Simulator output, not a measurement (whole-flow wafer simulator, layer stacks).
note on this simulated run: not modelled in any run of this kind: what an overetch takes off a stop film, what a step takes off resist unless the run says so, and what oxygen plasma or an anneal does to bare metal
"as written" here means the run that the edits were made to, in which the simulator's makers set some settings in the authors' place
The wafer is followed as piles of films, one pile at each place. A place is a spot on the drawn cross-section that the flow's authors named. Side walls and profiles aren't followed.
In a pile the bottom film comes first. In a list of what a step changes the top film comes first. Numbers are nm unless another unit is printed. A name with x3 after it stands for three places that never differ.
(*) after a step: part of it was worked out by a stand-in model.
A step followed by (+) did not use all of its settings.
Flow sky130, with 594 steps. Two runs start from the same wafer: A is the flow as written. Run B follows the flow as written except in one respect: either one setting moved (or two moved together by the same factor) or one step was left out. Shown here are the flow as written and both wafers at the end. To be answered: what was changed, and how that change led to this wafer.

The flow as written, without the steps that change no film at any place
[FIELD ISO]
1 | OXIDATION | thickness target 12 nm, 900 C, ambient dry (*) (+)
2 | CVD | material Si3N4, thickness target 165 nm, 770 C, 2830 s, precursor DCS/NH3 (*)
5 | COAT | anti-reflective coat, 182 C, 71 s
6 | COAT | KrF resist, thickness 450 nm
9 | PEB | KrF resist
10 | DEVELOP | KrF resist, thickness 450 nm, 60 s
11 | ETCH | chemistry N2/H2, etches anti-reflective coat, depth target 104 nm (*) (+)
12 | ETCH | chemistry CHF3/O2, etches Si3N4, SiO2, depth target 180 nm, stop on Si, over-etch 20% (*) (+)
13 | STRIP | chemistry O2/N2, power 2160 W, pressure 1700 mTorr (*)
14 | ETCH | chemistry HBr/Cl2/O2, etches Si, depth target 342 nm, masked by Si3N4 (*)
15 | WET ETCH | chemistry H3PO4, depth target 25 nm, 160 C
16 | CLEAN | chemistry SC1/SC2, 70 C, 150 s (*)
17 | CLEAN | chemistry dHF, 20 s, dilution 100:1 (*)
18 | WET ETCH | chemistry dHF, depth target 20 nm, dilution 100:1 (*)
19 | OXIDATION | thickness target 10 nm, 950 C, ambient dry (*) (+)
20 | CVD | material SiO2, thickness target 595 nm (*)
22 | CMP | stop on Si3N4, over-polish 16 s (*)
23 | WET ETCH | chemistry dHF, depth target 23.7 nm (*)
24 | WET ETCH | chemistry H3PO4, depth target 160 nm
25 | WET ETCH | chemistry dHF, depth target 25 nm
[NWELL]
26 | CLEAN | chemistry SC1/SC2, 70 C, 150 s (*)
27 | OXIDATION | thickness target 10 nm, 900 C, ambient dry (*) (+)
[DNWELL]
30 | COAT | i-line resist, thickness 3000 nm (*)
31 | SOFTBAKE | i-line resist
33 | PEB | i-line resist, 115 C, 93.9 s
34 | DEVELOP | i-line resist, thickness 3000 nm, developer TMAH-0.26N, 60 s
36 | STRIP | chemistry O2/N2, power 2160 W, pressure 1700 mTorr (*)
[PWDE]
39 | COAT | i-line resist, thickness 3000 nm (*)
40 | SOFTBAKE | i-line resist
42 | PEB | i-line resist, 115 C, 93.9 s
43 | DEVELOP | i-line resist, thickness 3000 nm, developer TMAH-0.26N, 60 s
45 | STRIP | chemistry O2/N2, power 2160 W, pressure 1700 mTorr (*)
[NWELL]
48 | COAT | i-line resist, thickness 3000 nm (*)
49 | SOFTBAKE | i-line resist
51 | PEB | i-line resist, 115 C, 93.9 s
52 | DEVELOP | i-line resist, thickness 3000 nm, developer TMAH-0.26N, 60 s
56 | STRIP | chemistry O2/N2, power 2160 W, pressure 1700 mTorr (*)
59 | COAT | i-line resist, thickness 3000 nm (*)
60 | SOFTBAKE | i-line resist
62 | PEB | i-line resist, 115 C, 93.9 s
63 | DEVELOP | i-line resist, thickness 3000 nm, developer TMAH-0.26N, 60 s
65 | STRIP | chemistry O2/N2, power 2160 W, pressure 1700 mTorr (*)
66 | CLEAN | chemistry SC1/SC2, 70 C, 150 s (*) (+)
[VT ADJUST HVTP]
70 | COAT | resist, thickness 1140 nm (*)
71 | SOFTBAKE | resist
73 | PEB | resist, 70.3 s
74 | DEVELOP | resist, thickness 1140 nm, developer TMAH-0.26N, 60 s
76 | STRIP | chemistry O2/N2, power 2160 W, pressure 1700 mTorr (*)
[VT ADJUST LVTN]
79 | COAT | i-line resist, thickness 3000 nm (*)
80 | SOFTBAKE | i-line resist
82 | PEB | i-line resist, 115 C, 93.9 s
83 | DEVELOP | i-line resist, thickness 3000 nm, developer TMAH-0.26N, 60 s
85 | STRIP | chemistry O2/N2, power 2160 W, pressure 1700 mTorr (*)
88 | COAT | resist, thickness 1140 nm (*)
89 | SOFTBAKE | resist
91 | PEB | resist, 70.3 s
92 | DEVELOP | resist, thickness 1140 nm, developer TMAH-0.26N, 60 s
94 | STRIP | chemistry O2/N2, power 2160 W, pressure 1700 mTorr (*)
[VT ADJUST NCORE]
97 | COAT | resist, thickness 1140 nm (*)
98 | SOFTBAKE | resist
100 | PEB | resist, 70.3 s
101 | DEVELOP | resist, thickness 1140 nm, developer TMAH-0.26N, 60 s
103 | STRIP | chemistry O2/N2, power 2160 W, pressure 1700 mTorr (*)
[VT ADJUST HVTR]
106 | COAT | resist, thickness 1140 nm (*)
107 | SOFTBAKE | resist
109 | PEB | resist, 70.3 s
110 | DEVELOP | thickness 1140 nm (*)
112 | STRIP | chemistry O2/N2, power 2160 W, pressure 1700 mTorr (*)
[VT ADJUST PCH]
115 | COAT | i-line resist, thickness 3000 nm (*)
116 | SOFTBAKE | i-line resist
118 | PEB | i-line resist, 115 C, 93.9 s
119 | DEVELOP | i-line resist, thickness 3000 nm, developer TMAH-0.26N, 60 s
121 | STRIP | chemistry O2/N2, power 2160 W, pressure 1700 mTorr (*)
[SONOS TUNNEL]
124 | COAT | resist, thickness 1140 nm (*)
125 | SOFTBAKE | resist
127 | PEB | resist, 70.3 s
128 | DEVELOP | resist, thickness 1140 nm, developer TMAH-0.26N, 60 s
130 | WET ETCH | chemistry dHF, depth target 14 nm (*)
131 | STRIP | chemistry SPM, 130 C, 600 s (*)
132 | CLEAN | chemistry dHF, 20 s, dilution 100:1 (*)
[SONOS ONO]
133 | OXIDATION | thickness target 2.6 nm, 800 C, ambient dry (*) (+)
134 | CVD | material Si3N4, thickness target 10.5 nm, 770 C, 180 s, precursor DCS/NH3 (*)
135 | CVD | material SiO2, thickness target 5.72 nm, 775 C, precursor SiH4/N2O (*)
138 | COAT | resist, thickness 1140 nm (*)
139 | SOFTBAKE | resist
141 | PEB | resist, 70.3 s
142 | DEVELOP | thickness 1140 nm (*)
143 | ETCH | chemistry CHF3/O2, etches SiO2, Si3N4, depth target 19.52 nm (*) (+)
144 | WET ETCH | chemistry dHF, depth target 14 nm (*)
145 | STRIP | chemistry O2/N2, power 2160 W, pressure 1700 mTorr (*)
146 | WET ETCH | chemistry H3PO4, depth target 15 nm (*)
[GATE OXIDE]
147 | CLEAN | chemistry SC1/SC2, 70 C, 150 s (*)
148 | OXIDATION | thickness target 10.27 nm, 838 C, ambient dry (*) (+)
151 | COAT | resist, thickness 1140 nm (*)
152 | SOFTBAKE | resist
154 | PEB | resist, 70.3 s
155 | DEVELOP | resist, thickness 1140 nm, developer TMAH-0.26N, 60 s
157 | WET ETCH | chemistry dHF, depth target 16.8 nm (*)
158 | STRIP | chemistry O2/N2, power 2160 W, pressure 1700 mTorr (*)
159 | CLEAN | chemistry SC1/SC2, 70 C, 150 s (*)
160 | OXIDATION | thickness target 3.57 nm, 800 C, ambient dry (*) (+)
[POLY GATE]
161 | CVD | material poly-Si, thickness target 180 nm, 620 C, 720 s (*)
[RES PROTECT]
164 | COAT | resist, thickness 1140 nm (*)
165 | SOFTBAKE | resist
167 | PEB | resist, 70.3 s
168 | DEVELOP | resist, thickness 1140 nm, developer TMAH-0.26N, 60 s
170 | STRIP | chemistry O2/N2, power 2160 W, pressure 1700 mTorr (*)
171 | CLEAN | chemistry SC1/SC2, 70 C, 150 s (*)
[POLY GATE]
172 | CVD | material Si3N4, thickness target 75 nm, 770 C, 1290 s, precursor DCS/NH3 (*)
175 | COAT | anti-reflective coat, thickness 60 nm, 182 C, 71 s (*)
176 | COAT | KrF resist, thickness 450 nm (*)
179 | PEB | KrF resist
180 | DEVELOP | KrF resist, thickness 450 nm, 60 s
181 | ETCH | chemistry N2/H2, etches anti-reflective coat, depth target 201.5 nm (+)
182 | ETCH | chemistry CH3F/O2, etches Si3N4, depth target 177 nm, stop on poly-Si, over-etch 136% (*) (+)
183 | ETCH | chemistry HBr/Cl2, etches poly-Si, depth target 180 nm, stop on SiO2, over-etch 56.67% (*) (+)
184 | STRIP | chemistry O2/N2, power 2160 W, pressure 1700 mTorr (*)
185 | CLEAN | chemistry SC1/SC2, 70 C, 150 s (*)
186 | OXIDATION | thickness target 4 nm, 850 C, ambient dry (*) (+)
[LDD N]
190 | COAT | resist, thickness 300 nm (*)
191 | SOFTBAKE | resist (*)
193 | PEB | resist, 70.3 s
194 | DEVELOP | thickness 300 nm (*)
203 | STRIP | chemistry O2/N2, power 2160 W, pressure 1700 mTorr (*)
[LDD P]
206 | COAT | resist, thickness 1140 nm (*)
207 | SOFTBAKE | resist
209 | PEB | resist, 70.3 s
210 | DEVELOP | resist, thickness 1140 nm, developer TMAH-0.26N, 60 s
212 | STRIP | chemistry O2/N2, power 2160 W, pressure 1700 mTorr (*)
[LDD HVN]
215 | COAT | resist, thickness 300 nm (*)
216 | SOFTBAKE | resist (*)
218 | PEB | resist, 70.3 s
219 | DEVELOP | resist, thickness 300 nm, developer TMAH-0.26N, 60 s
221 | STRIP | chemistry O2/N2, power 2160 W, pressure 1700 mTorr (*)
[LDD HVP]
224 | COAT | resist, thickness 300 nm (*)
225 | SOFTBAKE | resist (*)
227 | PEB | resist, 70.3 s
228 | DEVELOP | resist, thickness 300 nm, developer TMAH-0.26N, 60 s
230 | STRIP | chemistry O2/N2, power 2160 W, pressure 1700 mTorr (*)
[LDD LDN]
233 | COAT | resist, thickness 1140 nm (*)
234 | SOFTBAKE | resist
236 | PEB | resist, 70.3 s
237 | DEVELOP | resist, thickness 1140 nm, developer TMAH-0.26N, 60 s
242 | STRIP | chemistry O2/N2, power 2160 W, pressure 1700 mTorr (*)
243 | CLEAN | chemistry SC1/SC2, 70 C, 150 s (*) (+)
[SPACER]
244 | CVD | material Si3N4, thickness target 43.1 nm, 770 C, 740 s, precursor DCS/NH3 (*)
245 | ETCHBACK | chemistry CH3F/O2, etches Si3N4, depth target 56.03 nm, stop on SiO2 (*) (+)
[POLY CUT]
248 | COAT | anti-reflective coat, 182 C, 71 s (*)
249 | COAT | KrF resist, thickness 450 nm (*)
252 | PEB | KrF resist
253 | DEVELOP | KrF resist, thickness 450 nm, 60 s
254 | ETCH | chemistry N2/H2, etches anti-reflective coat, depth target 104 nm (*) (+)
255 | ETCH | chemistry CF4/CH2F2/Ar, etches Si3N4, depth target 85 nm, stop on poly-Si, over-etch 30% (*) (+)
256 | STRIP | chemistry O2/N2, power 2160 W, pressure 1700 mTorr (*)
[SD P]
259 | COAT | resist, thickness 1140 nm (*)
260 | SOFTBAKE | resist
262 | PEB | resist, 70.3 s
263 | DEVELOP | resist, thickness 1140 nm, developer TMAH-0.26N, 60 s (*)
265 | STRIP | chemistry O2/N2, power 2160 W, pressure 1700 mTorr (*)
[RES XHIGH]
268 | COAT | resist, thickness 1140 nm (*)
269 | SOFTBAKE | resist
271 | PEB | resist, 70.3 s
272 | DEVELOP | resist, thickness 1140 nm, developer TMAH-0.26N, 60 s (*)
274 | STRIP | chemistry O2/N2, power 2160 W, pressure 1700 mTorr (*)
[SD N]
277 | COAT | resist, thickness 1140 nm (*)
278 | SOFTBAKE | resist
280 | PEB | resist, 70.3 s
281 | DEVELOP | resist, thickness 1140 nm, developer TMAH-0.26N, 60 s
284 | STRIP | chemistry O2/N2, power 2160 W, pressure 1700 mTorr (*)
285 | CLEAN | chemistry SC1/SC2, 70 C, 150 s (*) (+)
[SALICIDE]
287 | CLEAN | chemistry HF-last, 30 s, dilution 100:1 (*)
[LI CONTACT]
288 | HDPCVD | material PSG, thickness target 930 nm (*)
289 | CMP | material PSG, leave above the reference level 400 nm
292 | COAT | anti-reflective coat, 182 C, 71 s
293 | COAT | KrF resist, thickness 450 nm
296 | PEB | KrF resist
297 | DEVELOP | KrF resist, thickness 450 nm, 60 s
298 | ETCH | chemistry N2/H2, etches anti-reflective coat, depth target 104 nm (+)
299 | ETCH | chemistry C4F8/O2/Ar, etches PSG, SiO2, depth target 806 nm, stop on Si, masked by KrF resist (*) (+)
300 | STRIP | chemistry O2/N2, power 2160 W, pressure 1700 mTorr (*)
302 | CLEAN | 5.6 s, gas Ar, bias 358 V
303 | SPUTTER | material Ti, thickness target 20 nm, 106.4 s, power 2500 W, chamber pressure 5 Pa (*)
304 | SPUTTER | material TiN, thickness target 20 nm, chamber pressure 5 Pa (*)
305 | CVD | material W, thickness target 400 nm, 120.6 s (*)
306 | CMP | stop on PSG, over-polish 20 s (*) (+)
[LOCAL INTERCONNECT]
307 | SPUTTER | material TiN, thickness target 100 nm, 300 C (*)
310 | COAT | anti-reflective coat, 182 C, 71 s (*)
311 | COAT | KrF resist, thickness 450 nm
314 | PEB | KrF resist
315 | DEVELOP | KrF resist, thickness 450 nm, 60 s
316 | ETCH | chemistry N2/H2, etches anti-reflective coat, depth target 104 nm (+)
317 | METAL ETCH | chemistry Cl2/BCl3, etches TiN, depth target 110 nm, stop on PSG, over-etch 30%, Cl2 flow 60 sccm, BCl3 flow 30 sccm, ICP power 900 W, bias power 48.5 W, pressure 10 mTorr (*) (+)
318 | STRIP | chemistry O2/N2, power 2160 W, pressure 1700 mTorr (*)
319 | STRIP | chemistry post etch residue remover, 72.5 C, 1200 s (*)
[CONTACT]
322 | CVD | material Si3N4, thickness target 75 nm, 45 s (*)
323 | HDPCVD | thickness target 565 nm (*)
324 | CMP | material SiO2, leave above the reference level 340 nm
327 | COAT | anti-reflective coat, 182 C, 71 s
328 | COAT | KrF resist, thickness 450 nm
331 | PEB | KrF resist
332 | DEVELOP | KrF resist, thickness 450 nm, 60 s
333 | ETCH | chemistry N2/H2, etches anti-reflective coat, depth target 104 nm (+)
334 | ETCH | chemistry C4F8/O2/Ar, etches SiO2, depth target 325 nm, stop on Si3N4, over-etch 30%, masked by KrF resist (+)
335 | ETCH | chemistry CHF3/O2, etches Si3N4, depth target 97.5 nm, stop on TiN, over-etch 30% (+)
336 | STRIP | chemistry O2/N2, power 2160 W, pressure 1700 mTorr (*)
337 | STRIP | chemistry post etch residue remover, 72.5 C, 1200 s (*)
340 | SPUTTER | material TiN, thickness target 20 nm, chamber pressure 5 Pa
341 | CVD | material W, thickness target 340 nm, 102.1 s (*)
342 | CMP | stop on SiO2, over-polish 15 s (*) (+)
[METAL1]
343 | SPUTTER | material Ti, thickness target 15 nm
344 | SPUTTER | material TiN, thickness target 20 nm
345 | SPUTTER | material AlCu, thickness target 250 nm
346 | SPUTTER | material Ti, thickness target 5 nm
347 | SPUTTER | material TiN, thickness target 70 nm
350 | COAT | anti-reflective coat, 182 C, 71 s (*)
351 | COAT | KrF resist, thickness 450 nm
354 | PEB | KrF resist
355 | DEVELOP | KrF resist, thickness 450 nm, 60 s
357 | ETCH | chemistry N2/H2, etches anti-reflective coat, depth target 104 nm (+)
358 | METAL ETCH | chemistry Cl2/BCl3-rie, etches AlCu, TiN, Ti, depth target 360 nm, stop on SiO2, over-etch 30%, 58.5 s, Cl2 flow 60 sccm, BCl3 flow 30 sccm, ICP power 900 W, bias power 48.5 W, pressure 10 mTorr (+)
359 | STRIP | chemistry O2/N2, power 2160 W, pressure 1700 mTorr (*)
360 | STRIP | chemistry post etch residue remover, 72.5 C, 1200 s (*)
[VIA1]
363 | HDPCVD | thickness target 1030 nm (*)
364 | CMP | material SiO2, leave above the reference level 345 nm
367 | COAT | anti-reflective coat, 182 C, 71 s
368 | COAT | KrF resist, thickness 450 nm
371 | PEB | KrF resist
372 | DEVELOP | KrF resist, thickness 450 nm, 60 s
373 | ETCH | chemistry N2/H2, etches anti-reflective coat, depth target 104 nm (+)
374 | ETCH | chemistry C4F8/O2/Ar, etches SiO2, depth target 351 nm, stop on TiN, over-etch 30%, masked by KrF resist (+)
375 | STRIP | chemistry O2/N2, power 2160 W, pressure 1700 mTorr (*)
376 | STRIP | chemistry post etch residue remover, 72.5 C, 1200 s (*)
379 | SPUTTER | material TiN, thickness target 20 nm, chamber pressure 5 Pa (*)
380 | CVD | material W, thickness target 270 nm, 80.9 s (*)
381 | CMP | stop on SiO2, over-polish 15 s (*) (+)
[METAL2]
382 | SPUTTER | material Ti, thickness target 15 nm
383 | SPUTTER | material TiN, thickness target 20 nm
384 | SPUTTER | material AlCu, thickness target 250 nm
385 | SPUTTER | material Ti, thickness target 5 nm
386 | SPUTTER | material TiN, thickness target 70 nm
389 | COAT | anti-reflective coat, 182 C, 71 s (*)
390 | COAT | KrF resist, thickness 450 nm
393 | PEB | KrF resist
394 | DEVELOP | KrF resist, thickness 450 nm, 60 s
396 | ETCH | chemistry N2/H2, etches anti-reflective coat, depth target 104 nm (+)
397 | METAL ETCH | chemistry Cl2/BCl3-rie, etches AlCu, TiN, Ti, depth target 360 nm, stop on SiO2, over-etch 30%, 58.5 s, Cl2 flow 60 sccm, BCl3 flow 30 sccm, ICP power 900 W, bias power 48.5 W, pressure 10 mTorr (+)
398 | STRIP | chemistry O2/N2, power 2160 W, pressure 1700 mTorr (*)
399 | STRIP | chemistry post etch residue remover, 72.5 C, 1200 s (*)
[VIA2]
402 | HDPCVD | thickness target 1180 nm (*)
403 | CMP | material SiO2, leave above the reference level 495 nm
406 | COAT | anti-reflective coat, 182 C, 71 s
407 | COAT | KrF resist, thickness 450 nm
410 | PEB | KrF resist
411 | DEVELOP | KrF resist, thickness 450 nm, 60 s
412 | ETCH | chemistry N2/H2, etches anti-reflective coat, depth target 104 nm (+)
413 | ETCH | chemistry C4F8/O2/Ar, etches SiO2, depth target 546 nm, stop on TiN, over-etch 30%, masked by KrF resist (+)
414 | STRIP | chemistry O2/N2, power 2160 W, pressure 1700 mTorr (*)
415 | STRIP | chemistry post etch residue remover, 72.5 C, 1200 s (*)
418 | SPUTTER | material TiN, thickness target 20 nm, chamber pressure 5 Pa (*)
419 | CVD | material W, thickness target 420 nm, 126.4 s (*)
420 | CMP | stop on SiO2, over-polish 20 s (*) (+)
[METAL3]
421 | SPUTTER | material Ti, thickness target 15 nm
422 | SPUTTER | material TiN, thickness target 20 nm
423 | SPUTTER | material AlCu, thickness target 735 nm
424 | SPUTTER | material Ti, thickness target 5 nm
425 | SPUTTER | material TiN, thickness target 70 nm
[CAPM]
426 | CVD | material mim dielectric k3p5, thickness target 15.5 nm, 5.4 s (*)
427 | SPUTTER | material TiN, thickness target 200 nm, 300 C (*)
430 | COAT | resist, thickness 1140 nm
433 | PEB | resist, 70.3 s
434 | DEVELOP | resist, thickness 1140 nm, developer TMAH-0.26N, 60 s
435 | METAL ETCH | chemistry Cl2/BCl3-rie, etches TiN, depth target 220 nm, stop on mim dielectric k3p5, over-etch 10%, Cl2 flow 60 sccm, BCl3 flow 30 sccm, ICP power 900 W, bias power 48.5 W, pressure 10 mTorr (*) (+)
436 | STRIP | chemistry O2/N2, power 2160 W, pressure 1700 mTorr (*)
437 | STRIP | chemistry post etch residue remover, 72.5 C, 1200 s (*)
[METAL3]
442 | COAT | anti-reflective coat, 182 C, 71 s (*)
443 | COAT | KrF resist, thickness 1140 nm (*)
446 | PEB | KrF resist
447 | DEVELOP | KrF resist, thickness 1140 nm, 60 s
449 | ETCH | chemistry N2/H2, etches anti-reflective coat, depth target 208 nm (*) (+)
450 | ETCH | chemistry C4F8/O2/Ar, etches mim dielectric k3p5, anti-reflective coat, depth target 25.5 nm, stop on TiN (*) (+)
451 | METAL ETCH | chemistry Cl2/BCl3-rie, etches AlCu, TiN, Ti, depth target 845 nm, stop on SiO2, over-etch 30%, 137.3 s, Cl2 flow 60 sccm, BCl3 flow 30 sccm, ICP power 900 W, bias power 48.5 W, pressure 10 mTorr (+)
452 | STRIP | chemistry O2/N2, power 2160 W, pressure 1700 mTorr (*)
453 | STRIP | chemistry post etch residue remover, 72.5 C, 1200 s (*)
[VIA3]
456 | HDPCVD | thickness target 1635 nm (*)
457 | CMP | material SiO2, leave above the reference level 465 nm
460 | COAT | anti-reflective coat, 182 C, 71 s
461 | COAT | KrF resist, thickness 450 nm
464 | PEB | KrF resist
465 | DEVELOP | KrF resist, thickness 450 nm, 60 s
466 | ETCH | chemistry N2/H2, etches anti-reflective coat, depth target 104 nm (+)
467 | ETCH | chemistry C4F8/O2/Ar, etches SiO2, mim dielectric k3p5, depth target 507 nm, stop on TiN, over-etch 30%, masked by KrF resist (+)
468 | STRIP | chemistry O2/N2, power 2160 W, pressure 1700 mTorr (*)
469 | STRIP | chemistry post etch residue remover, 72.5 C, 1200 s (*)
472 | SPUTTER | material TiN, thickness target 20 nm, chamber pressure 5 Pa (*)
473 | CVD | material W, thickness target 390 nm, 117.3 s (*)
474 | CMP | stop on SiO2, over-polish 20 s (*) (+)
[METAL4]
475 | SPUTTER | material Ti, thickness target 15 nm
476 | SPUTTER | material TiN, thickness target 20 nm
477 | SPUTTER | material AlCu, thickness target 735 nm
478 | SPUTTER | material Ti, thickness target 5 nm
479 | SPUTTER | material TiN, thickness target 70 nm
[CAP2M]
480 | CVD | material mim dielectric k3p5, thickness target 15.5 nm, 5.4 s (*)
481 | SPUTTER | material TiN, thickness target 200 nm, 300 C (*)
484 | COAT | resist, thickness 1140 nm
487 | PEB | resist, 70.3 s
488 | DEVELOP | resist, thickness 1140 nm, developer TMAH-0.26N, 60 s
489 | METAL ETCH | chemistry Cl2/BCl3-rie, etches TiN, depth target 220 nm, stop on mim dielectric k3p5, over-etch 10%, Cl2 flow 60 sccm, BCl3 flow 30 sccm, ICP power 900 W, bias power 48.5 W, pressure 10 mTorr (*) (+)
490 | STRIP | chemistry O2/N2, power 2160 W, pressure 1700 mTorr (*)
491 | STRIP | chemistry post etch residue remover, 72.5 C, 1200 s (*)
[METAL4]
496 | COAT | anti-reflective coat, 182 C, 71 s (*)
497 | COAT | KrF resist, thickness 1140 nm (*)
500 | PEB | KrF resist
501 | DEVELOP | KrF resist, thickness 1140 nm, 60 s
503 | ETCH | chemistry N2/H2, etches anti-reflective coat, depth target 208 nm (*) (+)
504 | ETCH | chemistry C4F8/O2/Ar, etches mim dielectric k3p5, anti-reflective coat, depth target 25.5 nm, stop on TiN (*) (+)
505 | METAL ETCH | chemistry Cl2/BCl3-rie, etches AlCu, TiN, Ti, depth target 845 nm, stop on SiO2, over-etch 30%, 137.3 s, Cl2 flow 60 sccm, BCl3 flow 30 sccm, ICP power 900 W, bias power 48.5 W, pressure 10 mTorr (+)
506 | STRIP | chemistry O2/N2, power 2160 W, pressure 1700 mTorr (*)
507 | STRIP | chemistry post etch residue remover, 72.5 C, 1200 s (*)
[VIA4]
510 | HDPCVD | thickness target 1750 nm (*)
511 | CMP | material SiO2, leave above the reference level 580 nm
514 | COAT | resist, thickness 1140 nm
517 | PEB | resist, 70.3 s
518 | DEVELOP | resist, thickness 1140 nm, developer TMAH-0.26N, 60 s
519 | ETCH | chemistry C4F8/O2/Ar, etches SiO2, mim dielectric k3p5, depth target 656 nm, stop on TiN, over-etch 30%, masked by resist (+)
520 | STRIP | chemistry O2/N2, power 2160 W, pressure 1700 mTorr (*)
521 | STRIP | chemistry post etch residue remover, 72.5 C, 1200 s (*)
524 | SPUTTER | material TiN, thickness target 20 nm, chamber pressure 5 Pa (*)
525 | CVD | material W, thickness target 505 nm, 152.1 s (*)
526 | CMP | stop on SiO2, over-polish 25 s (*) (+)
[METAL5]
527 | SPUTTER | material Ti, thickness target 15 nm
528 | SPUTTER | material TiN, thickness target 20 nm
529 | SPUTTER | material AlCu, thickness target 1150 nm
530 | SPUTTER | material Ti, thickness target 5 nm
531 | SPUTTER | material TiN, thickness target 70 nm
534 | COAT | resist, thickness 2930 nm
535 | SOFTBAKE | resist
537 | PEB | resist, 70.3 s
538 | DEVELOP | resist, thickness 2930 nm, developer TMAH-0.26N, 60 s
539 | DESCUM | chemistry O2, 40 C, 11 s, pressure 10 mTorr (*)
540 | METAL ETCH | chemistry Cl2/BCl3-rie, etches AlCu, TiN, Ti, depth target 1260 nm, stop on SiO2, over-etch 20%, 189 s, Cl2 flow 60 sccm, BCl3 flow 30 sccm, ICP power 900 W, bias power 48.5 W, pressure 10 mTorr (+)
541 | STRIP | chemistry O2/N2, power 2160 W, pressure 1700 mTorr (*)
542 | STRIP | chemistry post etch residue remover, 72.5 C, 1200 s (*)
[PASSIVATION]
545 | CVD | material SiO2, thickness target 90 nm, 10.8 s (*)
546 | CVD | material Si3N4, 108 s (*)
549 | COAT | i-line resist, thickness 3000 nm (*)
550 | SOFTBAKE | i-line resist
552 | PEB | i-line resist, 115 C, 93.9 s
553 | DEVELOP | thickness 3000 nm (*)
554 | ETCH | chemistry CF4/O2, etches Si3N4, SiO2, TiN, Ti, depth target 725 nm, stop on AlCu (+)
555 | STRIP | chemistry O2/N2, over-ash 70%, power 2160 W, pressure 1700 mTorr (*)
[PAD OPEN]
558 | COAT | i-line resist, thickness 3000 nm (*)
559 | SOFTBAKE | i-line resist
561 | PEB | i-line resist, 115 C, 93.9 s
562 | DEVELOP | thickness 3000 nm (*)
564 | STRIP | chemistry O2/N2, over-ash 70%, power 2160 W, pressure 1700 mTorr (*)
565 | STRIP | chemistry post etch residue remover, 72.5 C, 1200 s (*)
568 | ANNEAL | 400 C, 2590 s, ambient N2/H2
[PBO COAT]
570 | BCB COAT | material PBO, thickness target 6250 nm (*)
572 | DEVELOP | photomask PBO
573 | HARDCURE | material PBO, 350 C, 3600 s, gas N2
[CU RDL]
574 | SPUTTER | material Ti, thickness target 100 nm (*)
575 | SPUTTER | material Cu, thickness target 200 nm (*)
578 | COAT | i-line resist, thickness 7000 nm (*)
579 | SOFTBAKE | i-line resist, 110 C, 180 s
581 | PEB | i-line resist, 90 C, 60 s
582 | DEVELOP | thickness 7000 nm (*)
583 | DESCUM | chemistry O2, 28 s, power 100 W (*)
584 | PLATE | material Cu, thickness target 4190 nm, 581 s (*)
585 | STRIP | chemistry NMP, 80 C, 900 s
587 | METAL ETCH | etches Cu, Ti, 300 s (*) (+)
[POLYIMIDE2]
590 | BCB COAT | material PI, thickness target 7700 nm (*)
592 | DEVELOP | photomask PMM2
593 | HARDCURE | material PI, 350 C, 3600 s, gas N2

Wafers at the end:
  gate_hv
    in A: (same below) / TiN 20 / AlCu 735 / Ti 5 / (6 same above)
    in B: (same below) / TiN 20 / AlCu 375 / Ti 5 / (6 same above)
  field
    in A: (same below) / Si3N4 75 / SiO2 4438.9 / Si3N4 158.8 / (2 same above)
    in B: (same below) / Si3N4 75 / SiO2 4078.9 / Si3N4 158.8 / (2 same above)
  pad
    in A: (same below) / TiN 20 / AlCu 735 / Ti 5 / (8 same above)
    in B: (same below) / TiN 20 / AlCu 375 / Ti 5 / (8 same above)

What caused this: step 477, SPUTTER: thickness target 375 nm was run, though the flow has thickness target 735 nm.
The wafer itself shows it: gate_hv has AlCu 375, and step 477 as written asks for 735 nm.

The path from the change to this, step by step:
  477 | SPUTTER | material AlCu, thickness target 735 nm
      field, active, n_well and 189 more: A +735 AlCu (new film) | B +375 AlCu (new film)
  505 | METAL ETCH | chemistry Cl2/BCl3-rie, etches AlCu, TiN, Ti, depth target 845 nm, stop on SiO2, over-etch 30%, 137.3 s, Cl2 flow 60 sccm, BCl3 flow 30 sccm, ICP power 900 W, bias power 48.5 W, pressure 10 mTorr (+)
      field, gate, spacer and 68 more: A -70 TiN (all of it), -5 Ti (all of it), -735 AlCu (all of it), -20 TiN (all of it), -15 Ti (all of it), -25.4 SiO2 | B -70 TiN (all of it), -5 Ti (all of it), -375 AlCu (all of it), -20 TiN (all of it), -15 Ti (all of it), -61.4 SiO2
      active, vpp_iso1, m1_ln and 13 more: A -70 TiN (all of it), -5 Ti (all of it), -735 AlCu (all of it), -20 TiN (all of it), -15 Ti (all of it), -25.3 SiO2 | B -70 TiN (all of it), -5 Ti (all of it), -375 AlCu (all of it), -20 TiN (all of it), -15 Ti (all of it), -61.3 SiO2
      (and at 1 other place as well)
  511 | CMP | material SiO2, leave above the reference level 580 nm
      field, active, gate and 77 more: A -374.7 SiO2 | B -698.7 SiO2
      iso_guard__w1, mim_edge_gap, vpp_m3ln, rpm_encl, via2_enc, rpm_encl_psd, iso_guard_nsd_tip: A -374.6 SiO2 | B -698.6 SiO2
      (and at 1 other place as well)
